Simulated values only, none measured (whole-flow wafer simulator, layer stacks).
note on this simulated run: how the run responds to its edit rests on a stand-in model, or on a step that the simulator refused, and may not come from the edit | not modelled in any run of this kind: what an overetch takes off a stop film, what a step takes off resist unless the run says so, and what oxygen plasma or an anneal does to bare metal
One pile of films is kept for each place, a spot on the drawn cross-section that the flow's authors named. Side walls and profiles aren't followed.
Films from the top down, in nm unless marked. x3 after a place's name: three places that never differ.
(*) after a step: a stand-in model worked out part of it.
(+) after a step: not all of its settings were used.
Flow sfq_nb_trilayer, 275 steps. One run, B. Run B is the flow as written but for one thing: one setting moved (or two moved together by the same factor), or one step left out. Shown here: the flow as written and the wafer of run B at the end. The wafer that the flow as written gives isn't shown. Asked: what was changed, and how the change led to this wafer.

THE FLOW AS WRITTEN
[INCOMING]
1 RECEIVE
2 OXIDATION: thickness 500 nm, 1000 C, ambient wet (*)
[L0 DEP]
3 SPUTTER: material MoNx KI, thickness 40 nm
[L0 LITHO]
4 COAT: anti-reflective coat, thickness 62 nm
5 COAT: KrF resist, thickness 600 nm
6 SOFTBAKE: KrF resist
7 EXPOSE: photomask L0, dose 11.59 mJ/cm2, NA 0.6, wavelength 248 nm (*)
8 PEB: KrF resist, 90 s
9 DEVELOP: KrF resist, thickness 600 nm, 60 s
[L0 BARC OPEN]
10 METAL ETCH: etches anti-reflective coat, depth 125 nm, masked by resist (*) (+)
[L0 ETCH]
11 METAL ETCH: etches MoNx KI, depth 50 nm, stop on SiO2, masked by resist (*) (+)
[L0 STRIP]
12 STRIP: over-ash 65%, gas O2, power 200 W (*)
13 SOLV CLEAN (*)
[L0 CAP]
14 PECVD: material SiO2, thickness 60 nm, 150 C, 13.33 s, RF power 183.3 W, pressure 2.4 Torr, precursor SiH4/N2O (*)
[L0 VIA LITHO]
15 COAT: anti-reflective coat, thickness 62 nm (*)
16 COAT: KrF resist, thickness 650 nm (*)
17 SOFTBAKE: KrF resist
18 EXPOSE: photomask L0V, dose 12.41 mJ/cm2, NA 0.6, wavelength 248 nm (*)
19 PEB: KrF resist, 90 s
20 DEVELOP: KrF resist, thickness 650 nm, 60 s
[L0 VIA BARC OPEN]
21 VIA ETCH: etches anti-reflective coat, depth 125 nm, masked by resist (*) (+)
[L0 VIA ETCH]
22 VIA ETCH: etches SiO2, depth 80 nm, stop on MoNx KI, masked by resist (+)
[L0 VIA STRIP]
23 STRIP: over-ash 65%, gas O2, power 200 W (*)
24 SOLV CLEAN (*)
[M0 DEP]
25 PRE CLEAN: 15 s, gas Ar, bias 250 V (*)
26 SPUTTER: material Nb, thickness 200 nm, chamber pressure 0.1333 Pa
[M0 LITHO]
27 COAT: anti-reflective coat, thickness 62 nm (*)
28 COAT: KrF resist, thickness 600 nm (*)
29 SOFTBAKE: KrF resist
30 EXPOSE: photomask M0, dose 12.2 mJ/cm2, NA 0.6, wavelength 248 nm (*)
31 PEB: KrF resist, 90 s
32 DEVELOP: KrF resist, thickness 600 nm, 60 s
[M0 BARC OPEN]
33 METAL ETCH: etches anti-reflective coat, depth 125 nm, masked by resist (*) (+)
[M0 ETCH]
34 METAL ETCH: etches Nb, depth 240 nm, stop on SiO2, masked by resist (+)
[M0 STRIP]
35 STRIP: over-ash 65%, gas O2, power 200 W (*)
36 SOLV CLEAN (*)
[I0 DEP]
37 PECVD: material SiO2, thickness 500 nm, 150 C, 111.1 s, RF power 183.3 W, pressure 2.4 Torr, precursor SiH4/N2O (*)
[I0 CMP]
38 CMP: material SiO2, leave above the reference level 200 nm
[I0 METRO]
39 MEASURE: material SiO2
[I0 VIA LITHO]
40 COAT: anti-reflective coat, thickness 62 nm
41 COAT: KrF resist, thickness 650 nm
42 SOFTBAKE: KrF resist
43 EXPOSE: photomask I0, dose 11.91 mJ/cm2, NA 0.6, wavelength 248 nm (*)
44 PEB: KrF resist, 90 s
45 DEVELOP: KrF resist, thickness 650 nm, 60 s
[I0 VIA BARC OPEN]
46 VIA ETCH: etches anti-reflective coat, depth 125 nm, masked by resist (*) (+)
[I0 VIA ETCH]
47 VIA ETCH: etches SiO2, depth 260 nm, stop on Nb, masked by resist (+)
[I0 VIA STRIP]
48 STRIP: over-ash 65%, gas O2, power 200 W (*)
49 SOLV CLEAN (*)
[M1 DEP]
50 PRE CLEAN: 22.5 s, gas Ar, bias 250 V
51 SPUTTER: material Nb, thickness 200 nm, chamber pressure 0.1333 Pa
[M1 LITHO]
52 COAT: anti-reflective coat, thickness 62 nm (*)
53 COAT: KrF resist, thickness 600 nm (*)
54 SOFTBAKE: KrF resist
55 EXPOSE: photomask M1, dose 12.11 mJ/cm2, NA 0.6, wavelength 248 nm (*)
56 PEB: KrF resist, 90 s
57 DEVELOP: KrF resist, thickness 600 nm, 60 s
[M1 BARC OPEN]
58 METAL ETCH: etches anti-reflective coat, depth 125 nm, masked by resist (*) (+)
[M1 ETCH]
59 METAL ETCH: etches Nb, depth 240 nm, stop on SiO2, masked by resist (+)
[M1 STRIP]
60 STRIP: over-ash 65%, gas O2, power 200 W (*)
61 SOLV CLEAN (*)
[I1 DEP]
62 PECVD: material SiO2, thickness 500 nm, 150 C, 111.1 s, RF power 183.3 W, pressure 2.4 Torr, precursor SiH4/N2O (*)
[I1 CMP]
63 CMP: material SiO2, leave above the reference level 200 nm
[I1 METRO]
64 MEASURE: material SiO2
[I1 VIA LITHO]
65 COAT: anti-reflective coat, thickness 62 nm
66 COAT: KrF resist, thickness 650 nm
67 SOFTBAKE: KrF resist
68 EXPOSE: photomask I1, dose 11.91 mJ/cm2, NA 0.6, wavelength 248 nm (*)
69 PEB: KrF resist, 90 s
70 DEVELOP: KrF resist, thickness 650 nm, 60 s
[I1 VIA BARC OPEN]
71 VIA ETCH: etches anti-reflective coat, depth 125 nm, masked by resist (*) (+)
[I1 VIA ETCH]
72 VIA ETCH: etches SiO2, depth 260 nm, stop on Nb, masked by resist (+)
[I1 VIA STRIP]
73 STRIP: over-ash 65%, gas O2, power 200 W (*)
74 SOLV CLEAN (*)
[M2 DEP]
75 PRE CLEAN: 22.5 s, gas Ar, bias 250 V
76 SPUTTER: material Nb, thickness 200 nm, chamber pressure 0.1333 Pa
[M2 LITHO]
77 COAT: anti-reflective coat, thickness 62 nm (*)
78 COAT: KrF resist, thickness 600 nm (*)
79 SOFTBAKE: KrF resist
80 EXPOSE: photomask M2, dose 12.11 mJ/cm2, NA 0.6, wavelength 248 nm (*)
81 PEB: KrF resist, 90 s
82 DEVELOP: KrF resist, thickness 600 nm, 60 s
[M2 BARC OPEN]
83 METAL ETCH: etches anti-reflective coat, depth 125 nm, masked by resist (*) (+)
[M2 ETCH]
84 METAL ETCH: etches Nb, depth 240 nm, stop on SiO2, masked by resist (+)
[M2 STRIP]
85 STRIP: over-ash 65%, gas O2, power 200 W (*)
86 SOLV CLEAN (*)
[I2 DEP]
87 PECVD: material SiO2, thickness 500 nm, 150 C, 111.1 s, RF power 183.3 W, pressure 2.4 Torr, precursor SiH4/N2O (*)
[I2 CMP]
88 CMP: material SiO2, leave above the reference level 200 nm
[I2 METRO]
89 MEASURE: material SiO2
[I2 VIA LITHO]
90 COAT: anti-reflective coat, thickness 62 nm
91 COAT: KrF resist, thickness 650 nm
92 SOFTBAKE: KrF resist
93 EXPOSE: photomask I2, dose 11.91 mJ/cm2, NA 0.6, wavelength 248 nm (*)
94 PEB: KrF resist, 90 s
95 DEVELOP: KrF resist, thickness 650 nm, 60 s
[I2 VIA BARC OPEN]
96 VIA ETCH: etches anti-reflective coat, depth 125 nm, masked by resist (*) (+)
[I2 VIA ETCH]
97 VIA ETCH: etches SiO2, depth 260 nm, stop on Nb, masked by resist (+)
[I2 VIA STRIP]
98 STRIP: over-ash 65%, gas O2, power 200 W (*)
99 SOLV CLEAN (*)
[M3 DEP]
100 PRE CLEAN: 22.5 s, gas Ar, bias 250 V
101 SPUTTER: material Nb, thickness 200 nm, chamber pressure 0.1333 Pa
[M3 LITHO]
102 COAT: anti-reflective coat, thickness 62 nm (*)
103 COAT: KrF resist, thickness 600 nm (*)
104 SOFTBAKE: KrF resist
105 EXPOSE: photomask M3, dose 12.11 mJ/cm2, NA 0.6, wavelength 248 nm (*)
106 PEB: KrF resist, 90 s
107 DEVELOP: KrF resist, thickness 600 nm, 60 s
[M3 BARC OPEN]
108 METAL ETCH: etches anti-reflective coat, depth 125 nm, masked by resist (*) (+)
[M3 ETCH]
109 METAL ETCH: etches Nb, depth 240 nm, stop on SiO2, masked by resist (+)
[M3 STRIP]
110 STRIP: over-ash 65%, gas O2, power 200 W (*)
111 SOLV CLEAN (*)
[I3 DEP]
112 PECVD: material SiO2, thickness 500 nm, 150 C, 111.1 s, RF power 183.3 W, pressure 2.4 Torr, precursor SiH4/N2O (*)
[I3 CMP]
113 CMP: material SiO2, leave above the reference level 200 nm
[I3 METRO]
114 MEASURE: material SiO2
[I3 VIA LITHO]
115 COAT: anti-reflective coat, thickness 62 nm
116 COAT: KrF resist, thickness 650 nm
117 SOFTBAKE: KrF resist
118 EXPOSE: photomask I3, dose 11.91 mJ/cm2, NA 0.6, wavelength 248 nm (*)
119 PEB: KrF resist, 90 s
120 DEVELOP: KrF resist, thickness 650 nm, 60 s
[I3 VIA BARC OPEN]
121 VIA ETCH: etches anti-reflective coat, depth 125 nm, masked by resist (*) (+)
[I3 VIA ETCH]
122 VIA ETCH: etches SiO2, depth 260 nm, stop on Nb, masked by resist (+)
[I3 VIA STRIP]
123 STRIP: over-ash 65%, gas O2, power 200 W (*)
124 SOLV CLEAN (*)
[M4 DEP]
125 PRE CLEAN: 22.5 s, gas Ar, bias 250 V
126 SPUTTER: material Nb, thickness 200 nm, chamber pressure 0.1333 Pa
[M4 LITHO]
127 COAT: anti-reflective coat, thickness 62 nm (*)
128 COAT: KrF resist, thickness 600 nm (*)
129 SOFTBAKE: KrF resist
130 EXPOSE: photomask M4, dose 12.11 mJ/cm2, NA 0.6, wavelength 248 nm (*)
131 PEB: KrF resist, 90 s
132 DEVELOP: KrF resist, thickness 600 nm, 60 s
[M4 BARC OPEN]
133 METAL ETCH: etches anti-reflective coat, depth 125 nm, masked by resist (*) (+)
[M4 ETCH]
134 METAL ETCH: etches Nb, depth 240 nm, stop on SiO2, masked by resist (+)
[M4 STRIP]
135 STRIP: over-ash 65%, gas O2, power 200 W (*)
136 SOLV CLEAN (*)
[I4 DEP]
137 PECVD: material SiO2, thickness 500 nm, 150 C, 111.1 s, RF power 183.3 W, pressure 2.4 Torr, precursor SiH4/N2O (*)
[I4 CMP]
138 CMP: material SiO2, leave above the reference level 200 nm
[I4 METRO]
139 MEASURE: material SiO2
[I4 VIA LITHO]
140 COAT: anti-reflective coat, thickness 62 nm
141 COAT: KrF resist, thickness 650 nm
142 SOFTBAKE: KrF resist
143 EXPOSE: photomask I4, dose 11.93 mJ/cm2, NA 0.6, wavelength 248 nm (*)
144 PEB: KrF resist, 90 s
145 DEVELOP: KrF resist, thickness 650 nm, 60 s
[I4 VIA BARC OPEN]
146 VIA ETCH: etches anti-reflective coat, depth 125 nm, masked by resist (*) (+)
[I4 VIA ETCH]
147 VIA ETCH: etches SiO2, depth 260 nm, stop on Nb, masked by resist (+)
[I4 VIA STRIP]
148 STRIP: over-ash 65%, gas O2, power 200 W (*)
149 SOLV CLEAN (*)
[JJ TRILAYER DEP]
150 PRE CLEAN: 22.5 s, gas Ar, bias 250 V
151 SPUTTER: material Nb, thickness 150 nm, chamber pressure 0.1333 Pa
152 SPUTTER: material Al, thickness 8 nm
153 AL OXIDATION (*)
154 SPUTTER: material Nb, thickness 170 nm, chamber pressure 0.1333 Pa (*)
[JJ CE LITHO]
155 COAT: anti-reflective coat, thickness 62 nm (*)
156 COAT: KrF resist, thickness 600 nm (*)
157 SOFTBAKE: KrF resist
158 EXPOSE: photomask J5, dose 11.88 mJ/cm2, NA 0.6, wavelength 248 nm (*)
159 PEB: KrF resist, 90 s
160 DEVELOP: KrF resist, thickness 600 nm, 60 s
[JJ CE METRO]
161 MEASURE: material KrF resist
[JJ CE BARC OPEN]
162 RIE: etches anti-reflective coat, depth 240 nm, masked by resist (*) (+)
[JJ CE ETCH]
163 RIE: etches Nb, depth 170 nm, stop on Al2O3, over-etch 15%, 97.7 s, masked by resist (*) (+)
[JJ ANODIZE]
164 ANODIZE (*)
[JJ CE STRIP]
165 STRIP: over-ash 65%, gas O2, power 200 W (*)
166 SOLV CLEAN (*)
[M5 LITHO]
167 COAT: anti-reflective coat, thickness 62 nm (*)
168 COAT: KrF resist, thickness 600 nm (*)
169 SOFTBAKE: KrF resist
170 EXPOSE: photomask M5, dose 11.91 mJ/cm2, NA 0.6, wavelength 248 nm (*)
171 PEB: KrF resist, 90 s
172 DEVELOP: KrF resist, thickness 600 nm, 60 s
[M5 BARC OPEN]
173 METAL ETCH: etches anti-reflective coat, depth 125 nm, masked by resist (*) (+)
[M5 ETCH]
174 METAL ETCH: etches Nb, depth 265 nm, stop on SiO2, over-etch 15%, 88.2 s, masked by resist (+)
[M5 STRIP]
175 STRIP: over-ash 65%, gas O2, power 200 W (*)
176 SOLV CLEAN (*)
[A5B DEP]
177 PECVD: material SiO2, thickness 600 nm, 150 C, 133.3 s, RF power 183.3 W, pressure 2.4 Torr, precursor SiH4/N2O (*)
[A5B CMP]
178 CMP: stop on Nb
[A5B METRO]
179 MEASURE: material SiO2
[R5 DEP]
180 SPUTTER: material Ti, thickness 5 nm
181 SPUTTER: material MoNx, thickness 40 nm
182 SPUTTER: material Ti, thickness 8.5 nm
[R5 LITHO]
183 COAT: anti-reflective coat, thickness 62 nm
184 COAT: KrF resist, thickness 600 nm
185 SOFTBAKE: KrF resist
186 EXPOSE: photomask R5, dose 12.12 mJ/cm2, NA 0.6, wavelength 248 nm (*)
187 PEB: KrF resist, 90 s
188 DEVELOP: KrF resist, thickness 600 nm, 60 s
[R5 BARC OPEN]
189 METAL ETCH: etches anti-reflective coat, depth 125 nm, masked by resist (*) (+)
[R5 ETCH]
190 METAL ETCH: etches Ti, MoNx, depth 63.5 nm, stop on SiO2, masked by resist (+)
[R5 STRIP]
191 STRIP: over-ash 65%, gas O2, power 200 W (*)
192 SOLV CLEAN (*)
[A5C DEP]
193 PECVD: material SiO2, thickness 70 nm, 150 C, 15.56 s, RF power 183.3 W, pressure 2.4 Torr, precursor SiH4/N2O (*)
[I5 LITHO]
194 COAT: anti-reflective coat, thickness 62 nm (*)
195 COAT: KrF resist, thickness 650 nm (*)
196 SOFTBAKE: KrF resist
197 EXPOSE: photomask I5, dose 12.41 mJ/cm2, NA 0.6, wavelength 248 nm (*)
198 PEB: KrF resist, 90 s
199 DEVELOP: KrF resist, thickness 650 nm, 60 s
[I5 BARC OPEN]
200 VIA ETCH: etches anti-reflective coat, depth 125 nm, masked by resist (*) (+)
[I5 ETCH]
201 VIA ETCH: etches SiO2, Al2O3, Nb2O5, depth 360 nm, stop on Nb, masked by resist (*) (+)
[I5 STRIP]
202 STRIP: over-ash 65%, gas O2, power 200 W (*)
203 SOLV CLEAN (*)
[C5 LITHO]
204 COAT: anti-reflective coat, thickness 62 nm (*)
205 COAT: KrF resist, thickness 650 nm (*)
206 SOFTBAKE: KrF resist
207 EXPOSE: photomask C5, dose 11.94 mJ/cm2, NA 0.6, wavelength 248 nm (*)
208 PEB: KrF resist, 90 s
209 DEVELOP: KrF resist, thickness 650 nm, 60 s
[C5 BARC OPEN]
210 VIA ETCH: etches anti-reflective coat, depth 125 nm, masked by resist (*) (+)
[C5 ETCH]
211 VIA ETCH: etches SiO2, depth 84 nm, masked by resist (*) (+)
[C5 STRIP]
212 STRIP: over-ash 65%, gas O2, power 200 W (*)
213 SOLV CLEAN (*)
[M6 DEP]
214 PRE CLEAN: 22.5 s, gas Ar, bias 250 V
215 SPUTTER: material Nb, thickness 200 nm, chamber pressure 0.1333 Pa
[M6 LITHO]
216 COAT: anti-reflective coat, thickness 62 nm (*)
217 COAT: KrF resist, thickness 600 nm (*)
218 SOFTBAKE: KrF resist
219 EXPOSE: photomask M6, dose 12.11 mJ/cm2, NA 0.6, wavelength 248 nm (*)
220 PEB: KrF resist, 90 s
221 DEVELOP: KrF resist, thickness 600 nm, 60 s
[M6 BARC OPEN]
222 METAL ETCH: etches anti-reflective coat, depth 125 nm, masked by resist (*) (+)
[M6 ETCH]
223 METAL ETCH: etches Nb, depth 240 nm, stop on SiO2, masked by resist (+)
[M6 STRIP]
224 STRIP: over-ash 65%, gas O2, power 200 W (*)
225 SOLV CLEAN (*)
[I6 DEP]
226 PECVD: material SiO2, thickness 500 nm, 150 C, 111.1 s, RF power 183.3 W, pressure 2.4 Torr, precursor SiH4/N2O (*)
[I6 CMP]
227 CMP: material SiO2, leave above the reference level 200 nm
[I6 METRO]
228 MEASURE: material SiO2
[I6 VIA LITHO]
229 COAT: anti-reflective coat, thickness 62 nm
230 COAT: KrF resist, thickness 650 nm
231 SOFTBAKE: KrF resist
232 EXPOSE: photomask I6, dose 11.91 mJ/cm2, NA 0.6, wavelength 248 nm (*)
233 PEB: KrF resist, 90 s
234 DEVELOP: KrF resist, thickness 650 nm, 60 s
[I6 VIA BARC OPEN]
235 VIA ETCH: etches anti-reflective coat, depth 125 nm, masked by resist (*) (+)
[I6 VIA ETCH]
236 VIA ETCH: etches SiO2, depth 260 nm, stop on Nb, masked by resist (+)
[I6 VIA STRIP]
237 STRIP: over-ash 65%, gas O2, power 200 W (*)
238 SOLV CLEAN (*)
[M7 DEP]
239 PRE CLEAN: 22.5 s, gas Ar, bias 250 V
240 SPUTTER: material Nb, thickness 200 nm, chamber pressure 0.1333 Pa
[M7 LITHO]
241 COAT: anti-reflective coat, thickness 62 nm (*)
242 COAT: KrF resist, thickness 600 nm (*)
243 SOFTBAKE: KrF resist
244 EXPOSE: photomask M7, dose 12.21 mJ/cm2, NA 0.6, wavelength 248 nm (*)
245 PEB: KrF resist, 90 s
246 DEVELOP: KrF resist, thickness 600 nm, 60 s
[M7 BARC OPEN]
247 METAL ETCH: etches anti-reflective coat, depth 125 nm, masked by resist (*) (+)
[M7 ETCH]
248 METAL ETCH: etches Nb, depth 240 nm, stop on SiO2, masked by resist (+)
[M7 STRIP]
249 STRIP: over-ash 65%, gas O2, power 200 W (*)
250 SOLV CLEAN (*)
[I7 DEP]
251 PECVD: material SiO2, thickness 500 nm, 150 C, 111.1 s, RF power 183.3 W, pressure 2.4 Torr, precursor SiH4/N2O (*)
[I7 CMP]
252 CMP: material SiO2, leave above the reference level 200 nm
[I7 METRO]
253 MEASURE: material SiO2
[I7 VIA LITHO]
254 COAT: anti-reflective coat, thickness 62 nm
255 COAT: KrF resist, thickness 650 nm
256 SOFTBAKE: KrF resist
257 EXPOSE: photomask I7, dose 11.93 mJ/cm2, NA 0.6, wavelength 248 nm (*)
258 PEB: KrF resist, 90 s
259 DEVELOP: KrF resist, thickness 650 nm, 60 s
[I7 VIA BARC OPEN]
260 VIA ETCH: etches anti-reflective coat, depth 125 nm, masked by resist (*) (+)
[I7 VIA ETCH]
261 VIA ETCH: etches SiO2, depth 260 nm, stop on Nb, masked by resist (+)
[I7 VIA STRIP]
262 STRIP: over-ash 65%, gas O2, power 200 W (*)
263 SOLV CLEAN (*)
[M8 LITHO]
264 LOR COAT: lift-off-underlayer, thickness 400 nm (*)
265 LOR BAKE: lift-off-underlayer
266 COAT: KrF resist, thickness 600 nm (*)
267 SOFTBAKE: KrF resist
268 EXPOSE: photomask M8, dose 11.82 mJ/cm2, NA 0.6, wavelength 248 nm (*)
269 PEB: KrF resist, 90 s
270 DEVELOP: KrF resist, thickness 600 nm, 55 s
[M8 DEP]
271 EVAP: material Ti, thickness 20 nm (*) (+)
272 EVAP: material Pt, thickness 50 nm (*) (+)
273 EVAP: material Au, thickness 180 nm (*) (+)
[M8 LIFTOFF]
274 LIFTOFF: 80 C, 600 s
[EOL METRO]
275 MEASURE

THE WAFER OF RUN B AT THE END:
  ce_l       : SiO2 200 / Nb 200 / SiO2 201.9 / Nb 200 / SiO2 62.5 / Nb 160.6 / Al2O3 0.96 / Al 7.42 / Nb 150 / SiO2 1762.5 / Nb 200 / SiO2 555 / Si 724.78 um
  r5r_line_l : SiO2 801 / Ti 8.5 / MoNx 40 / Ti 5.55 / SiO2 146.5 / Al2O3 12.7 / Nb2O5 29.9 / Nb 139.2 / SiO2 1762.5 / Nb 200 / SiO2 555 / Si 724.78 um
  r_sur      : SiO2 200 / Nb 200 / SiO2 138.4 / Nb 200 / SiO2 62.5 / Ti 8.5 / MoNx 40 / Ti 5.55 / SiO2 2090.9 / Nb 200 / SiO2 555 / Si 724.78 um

The cause: step 180, SPUTTER: thickness 5.55 nm was run, where the flow has thickness 5 nm.
It can be read off the wafer: r5r_line_l has Ti 5.55, and step 180 as written asks for 5 nm.

How the change led to this, step by step:
  180 SPUTTER: material Ti, thickness 5 nm
      field_l, v_sur, via_wl and 103 more: Ti +5.55 (new film) (as written it would be: Ti +5 (new film))
  190 METAL ETCH: etches Ti, MoNx, depth 63.5 nm, stop on SiO2, masked by resist (+)
      field_l, v_sur, via_wl and 92 more: Ti -8.5 (all of it), MoNx -40 (all of it), Ti -5.55 (all of it) (as written it would be: Ti -8.5 (all of it), MoNx -40 (all of it), Ti -5 (all of it))
      ce_l, c5j, ce_r, wl_jj: Ti -8.5 (all of it), MoNx -40 (all of it), Ti -5.55 (all of it), Nb -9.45 (as written it would be: Ti -8.5 (all of it), MoNx -40 (all of it), Ti -5 (all of it), Nb -10)
